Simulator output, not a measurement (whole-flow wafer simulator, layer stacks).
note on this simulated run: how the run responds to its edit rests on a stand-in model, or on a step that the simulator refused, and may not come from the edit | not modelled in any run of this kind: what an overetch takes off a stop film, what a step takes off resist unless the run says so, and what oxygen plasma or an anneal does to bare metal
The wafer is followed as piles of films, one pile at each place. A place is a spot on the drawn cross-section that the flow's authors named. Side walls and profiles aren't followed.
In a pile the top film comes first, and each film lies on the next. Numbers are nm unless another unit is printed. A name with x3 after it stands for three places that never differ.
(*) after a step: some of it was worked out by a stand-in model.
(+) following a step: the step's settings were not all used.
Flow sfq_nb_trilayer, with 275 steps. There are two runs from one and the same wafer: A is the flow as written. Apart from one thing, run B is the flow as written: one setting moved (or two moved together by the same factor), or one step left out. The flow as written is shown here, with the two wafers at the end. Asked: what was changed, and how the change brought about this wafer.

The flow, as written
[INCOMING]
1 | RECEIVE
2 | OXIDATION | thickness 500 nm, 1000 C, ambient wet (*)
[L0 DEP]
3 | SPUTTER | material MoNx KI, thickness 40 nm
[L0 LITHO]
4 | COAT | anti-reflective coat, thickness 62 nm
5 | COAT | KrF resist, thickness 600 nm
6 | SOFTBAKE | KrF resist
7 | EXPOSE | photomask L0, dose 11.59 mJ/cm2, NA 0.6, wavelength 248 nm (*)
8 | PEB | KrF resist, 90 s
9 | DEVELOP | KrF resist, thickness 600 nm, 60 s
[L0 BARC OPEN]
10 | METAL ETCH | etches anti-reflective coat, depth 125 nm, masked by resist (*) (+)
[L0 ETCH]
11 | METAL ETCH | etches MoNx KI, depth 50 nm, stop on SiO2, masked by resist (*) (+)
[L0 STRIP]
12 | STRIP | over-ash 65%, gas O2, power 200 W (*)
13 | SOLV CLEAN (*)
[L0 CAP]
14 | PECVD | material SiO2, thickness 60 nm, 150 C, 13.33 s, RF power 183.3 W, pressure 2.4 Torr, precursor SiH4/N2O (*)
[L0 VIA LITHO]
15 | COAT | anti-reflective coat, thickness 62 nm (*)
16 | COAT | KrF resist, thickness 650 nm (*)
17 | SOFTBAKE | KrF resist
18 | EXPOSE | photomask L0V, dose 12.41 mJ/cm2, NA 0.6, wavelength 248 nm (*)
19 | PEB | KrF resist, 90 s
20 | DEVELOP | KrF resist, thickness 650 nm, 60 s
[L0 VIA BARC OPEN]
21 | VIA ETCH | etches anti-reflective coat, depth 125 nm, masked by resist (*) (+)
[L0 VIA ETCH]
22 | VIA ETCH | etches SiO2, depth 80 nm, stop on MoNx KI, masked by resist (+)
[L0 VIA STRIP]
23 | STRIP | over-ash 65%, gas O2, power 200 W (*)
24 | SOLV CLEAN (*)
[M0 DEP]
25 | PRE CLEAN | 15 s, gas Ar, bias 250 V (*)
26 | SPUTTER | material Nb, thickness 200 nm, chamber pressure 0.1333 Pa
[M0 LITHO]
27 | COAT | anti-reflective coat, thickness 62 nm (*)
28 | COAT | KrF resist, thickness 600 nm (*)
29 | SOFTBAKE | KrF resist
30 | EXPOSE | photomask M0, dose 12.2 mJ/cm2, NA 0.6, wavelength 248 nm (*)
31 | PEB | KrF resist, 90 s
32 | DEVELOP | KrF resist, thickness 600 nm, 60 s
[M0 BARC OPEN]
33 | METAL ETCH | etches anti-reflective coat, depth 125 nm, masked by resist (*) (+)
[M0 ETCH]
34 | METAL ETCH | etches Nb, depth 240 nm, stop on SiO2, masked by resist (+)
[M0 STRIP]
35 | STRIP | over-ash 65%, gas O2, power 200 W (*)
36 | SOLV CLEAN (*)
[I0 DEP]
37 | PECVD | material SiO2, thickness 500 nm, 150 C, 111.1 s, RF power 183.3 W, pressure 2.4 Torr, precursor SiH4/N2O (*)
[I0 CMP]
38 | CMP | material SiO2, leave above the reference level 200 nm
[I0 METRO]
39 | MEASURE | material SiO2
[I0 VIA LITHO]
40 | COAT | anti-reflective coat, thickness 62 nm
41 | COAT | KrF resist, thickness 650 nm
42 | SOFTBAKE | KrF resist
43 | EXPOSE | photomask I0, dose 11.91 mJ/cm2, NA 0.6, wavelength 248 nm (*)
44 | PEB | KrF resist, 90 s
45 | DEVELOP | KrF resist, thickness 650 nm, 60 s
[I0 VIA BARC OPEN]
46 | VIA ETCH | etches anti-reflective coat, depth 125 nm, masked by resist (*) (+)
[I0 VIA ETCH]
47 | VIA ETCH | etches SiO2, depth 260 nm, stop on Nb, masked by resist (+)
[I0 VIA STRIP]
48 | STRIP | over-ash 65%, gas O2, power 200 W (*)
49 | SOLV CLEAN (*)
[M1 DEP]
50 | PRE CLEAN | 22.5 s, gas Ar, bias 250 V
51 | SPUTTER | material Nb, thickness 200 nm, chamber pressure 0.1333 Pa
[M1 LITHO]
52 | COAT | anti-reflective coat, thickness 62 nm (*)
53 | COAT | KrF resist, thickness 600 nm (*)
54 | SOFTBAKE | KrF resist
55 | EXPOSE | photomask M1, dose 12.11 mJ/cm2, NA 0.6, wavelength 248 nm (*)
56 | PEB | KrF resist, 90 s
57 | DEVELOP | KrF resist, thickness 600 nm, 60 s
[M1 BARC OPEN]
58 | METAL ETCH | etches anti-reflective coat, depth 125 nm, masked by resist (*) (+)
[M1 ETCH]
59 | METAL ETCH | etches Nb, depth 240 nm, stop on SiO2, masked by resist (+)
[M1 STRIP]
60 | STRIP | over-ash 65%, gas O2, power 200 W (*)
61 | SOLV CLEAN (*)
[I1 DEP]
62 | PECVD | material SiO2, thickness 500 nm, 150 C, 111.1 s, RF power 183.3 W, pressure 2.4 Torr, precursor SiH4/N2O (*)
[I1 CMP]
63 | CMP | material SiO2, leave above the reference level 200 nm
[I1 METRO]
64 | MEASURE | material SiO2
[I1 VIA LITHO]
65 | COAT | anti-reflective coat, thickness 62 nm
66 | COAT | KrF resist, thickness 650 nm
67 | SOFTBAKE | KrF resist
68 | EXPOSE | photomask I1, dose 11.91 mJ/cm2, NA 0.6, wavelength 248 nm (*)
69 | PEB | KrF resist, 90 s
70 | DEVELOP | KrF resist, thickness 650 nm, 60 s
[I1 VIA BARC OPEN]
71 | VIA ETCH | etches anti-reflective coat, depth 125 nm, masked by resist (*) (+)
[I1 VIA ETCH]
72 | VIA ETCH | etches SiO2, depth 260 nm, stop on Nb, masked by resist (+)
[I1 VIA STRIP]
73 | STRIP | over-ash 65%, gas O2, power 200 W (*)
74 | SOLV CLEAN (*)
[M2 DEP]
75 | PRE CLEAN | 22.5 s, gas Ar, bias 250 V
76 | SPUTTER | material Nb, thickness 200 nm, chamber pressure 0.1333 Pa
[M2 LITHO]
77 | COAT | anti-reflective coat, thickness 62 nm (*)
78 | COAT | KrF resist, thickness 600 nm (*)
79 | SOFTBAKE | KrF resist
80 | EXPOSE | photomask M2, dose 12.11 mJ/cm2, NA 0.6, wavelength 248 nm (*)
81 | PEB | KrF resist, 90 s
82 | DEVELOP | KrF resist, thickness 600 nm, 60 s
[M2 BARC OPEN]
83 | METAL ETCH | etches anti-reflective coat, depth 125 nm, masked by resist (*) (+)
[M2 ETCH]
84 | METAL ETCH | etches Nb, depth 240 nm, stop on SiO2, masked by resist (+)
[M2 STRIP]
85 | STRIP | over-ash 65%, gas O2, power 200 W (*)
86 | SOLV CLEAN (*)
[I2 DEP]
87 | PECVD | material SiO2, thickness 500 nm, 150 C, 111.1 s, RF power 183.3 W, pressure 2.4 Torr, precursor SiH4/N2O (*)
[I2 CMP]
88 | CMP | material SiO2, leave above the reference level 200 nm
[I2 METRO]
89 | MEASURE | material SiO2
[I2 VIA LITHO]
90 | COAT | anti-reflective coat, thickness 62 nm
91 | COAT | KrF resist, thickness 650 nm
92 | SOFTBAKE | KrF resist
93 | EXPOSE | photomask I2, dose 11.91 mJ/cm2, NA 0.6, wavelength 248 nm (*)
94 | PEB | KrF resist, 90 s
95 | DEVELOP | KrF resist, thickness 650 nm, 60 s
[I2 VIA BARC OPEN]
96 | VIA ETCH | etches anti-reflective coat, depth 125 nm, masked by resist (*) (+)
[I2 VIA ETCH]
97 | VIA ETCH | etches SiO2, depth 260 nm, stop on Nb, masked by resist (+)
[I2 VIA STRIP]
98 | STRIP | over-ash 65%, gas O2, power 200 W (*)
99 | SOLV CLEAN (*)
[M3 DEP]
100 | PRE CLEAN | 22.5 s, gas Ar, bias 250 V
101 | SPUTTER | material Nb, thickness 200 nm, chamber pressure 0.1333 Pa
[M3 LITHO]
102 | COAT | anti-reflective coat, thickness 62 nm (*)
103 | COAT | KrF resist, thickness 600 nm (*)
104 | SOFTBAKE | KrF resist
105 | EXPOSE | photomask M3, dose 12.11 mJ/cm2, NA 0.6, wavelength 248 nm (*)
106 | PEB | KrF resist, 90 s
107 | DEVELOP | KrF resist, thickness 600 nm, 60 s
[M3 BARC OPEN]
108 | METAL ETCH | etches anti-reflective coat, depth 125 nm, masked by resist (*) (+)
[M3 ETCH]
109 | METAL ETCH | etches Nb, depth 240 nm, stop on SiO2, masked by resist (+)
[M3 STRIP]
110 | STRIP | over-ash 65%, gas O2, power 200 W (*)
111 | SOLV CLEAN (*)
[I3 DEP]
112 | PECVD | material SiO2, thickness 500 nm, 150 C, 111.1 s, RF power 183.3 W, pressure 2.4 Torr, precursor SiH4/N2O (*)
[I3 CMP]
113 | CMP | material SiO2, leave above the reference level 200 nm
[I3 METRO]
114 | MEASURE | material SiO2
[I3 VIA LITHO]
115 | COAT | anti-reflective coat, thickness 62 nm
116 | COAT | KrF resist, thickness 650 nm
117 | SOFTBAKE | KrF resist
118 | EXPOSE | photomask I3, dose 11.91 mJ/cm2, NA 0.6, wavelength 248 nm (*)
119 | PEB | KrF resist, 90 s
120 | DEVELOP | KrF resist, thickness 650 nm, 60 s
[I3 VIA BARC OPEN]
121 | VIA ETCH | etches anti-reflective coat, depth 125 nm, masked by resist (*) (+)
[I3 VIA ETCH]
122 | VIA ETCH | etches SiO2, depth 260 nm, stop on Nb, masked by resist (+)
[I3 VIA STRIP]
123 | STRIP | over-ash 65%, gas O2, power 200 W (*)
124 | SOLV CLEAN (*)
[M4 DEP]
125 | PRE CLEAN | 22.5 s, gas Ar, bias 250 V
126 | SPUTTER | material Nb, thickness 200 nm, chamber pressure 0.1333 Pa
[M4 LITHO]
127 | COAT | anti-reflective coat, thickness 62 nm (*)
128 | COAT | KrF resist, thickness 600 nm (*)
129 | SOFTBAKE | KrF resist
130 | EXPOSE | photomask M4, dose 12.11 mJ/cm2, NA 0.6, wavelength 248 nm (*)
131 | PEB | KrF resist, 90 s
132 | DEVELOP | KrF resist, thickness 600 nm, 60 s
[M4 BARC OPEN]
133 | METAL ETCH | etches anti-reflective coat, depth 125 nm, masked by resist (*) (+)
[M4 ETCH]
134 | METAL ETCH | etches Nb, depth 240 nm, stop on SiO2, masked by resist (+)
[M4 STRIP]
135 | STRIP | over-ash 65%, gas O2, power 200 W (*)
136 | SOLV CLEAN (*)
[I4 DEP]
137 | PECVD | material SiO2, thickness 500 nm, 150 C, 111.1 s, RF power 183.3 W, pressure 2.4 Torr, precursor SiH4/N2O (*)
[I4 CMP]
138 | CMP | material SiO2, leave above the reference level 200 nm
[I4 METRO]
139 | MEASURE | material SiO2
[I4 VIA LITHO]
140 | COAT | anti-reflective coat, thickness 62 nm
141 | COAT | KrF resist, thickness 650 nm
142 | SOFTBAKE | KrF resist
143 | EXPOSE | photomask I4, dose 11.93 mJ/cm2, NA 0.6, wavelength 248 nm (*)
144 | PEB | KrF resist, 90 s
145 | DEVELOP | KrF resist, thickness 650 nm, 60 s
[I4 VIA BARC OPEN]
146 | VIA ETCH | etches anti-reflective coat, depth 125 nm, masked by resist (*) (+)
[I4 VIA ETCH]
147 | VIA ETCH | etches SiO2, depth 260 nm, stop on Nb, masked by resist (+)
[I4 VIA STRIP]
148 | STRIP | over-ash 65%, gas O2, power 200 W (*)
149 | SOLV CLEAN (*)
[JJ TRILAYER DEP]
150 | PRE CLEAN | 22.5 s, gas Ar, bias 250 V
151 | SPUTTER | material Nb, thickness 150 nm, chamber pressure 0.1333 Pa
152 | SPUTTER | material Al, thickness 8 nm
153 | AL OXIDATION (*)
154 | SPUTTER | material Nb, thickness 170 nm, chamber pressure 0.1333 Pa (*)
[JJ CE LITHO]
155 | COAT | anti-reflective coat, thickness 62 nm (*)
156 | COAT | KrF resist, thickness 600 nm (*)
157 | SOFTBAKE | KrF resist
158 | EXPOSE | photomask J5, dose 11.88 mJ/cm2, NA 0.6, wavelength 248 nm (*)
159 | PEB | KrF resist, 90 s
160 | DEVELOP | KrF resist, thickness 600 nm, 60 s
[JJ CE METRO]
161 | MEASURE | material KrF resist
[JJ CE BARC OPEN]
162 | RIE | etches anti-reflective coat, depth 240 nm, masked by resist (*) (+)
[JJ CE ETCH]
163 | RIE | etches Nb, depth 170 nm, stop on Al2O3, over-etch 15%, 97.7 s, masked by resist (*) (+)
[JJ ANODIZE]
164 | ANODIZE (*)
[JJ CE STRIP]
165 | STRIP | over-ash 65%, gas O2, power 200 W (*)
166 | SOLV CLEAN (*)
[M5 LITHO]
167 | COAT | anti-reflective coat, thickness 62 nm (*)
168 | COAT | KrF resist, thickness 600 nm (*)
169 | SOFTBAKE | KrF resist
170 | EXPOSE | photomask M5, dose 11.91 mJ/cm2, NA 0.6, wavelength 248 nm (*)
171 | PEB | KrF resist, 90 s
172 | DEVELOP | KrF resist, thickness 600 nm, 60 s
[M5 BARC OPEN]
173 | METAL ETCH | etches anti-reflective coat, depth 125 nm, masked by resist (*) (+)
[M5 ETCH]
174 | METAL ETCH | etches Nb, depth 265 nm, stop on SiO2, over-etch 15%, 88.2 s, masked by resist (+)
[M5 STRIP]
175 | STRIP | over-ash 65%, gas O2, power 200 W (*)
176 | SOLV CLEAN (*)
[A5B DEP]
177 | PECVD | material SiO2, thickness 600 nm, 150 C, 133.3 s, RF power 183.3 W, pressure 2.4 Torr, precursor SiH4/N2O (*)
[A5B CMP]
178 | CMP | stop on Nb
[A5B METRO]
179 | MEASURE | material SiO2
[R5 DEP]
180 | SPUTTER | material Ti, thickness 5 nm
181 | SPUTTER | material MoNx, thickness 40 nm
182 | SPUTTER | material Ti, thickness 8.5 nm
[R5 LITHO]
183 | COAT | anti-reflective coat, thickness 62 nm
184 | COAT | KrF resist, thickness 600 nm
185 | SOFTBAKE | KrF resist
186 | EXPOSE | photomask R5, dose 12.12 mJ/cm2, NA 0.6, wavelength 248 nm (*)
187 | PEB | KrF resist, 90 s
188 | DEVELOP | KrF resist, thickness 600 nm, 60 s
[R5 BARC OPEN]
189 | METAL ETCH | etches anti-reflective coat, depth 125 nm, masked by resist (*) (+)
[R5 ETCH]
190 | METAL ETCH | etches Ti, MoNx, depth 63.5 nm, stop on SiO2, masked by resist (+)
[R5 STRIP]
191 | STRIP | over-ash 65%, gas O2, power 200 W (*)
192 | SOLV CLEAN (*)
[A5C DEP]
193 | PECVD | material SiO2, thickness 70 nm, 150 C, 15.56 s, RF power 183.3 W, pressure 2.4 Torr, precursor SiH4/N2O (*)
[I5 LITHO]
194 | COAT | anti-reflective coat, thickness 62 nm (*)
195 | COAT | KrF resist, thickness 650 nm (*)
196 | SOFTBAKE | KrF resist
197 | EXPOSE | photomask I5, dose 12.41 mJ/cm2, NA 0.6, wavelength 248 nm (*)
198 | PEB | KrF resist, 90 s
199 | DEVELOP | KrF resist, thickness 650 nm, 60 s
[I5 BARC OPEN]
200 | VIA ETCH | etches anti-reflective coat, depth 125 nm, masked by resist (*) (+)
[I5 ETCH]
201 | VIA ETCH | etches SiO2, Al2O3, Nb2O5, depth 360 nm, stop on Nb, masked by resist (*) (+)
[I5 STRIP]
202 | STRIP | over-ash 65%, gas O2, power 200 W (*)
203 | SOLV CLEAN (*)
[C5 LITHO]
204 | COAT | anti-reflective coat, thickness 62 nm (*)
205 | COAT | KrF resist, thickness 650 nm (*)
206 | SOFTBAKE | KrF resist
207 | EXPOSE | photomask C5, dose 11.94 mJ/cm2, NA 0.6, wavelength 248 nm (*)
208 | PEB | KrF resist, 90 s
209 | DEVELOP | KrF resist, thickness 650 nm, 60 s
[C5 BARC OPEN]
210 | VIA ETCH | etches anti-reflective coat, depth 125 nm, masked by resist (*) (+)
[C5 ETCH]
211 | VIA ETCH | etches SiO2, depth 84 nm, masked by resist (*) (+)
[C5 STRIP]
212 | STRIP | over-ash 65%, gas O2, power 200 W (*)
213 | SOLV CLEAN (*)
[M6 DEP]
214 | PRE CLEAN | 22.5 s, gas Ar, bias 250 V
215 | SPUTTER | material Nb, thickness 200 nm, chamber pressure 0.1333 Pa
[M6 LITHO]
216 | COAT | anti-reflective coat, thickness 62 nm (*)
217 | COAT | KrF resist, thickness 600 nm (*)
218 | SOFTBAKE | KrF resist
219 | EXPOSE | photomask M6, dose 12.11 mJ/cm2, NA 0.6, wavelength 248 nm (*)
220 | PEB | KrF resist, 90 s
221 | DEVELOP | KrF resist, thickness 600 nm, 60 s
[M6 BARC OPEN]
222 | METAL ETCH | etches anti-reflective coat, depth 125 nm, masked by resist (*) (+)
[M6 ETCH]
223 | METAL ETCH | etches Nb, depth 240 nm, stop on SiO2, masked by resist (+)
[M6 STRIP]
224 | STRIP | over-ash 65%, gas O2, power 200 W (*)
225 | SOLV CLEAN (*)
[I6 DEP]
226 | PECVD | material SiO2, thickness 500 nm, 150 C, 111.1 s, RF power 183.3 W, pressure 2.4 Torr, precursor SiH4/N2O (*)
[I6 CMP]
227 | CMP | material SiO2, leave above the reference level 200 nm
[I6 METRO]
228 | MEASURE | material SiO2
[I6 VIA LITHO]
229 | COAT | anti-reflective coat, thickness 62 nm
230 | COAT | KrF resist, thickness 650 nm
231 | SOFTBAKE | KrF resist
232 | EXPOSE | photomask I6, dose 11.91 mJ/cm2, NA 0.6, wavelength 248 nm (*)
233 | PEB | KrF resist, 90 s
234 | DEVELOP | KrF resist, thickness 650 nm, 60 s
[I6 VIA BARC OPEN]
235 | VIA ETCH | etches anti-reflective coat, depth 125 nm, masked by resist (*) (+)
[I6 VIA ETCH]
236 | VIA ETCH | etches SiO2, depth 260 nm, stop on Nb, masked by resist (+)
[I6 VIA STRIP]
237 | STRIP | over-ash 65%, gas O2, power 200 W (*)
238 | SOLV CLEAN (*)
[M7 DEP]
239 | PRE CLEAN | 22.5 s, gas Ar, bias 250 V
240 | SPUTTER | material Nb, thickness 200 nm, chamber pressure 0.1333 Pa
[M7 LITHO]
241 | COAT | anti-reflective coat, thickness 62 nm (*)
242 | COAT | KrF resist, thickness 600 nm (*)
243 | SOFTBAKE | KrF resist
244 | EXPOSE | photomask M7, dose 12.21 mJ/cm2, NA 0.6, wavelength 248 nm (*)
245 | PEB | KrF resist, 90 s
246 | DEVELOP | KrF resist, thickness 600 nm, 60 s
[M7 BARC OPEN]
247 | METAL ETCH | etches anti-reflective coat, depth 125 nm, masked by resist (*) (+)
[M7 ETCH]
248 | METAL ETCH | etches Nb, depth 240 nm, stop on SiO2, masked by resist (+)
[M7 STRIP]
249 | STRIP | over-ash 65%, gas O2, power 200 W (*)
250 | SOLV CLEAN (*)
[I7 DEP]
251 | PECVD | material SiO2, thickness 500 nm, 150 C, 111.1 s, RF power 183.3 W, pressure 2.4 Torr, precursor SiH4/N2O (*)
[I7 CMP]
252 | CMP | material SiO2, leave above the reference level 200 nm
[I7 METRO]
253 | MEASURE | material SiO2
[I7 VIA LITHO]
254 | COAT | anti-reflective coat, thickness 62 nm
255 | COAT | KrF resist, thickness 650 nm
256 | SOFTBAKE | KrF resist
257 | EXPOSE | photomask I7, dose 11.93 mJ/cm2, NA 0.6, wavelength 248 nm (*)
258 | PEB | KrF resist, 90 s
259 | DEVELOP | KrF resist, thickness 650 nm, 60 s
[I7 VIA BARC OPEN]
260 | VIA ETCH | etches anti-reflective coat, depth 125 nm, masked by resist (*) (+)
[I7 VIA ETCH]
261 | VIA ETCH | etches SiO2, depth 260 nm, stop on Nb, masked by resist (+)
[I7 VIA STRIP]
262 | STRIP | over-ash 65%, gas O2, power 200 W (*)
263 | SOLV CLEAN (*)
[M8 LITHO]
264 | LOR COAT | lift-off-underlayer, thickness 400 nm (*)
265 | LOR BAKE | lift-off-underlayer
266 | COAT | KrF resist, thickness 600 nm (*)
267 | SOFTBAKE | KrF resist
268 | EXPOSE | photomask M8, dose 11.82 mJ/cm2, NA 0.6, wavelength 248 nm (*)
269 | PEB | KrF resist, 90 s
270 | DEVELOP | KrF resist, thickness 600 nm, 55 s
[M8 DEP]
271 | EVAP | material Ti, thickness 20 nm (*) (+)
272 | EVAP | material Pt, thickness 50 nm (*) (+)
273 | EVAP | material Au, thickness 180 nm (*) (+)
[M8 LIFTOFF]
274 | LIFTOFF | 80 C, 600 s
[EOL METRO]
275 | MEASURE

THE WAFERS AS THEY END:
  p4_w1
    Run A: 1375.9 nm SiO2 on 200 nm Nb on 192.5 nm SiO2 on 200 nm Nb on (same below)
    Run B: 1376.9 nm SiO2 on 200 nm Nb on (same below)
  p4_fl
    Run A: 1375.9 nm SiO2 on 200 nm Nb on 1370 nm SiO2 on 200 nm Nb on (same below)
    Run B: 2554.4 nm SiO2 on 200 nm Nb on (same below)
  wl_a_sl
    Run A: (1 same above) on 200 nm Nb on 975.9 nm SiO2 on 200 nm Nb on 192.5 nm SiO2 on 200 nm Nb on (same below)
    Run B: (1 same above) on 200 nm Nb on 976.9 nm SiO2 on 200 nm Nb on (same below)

What caused this: step 137, PECVD: material SiO2, thickness 500 nm, 150 C, 111.1 s, RF power 183.3 W, pressure 2.4 Torr, precursor SiH4/N2O (*), was not run.

How this came from the change, step by step:
  138 | CMP | material SiO2, leave above the reference level 200 nm
      field_l, be, be_sur and 55 more: A -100 SiO2 | B nothing
      v_sur, via_wl, via_w and 35 more: A -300 SiO2 | B -192.5 Nb
      (and at 10 other places as well)
  140 | COAT | anti-reflective coat, thickness 62 nm
      p3_s0, p3_s1, p3_s2, p3_s3, p3_s4, p3_s5: A +62 anti-reflective coat (new film) | B +63.8 anti-reflective coat (new film)
      p3_l1, p3_l2, p3_l3, p3_l4, p3_l5, p3_l6: A +62 anti-reflective coat (new film) | B +59.5 anti-reflective coat (new film)
      (and at 12 other places as well)
  141 | COAT | KrF resist, thickness 650 nm
      via_v: A +650 KrF resist (new film) | B +666.7 KrF resist (new film)
  147 | VIA ETCH | etches SiO2, depth 260 nm, stop on Nb, masked by resist (+)
      via_wl, via_w, via_wr: A -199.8 SiO2 (all of it) | B -7.5 Nb (all of it), -170 SiO2
  148 | STRIP | over-ash 65%, gas O2, power 200 W (*)
      p3_l2, p3_l3, p3_l4, p3_l5: A -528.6 KrF resist (all of it), -62 anti-reflective coat (all of it) | B -527.3 KrF resist (all of it), -59.5 anti-reflective coat (all of it)
      p3_s1, p3_s2, p3_s3: A -528.6 KrF resist (all of it), -62 anti-reflective coat (all of it) | B -530.5 KrF resist (all of it), -63.8 anti-reflective coat (all of it)
      (and at 17 other places as well)
  150 | PRE CLEAN | 22.5 s, gas Ar, bias 250 V
      v_sur, via_sp, via_v and 33 more: A -7.5 SiO2 | B -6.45 Nb
      via_wl, via_w, via_wr: A -6.45 Nb | B -7.5 SiO2
  151 | SPUTTER | material Nb, thickness 150 nm, chamber pressure 0.1333 Pa
      v_sur, via_sp, wire and 32 more: A +150 Nb (new film) | B +150 Nb
      via_wl, via_w, via_wr: A +130.4 Nb | B +132.8 Nb (new film)
      (and at 1 other place as well)
  154 | SPUTTER | material Nb, thickness 170 nm, chamber pressure 0.1333 Pa (*)
      via_wl, via_wr: A +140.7 Nb (new film) | B +144.2 Nb (new film)
      via_w: A +141 Nb (new film) | B +144.6 Nb (new film)
  155 | COAT | anti-reflective coat, thickness 62 nm (*)
      p3_s0, p3_s1, p3_s2, p3_s3, p3_s4, p3_s5: A +62 anti-reflective coat (new film) | B +64.1 anti-reflective coat (new film)
      p3_l1, p3_l2, p3_l3, p3_l4: A +62 anti-reflective coat (new film) | B +59.4 anti-reflective coat (new film)
      (and at 20 other places as well)
  156 | COAT | KrF resist, thickness 600 nm (*)
      via_w: A +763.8 KrF resist (new film) | B +741.1 KrF resist (new film)
      via_v: A +592.5 KrF resist (new film) | B +611.6 KrF resist (new film)
  160 | DEVELOP | KrF resist, thickness 600 nm, 60 s
      via_w: A -762.1 KrF resist (all of it) | B -739.5 KrF resist (all of it)
      via_v: A -591.2 KrF resist (all of it) | B -610.3 KrF resist (all of it)
  162 | RIE | etches anti-reflective coat, depth 240 nm, masked by resist (*) (+)
      p3_s0, p3_s1, p3_s2, p3_s3, p3_s4, p3_s5: A -62 anti-reflective coat (all of it) | B -64.1 anti-reflective coat (all of it)
      ce_l, c5j, ce_r, wl_jj: A -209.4 KrF resist | B -189.2 KrF resist
      (and at 24 other places as well)
  163 | RIE | etches Nb, depth 170 nm, stop on Al2O3, over-etch 15%, 97.7 s, masked by resist (*) (+)
      via_wl, via_wr: A -140.7 Nb (all of it), -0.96 Al2O3 (all of it) | B -144.2 Nb (all of it), -0.96 Al2O3 (all of it)
      via_w: A -141 Nb (all of it), -0.96 Al2O3 (all of it) | B -144.6 Nb (all of it), -0.96 Al2O3 (all of it)
  164 | ANODIZE (*)
      via_v: A +12.2 Al2O3, +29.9 Nb2O5 (new film), -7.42 Al (all of it), -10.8 Nb | B +11.7 Al2O3, +31 Nb2O5 (new film), -7.08 Al (all of it), -11.2 Nb
  165 | STRIP | over-ash 65%, gas O2, power 200 W (*)
      ce_l: A -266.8 KrF resist (all of it), -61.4 anti-reflective coat (all of it) | B -287.4 KrF resist (all of it), -61.5 anti-reflective coat (all of it)
      c5j: A -266.9 KrF resist (all of it), -61.5 anti-reflective coat (all of it) | B -287.5 KrF resist (all of it), -61.6 anti-reflective coat (all of it)
      (and at 2 other places as well)
  167 | COAT | anti-reflective coat, thickness 62 nm (*)
      p3_s0, p3_s1, p3_s2, p3_s3, p3_s4, p3_s5: A +62 anti-reflective coat (new film) | B +64 anti-reflective coat (new film)
      p3_l1, p3_l2, p3_l3, p3_l4, p3_l5: A +62 anti-reflective coat (new film) | B +59.2 anti-reflective coat (new film)
      (and at 21 other places as well)
  ... another 16 steps ...
  227 | CMP | material SiO2, leave above the reference level 200 nm
      ce_l, ce_r: A -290 SiO2 | B -300 SiO2
      c5j: A -223 SiO2 | B -233 SiO2
Taking metal films that touch as one body, p4_w1 has 2 bodies (between them, from the top down: SiO2 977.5); the flow as written gives 3 bodies (between them, from the top down: SiO2 192.5; SiO2 977.5).
Taking metal films that touch as one body, p4_fl has 1 body; the flow as written gives 2 bodies (between them, from the top down: SiO2 1370).
Taking metal films that touch as one body, wl_a_sl has 5 bodies (between them, from the top down: SiO2 976.9; SiO2 192.5; SiO2 192.5; SiO2 192.5); the flow as written gives 6 bodies (between them, from the top down: SiO2 975.9; SiO2 192.5; SiO2 192.5; SiO2 192.5; SiO2 192.5).
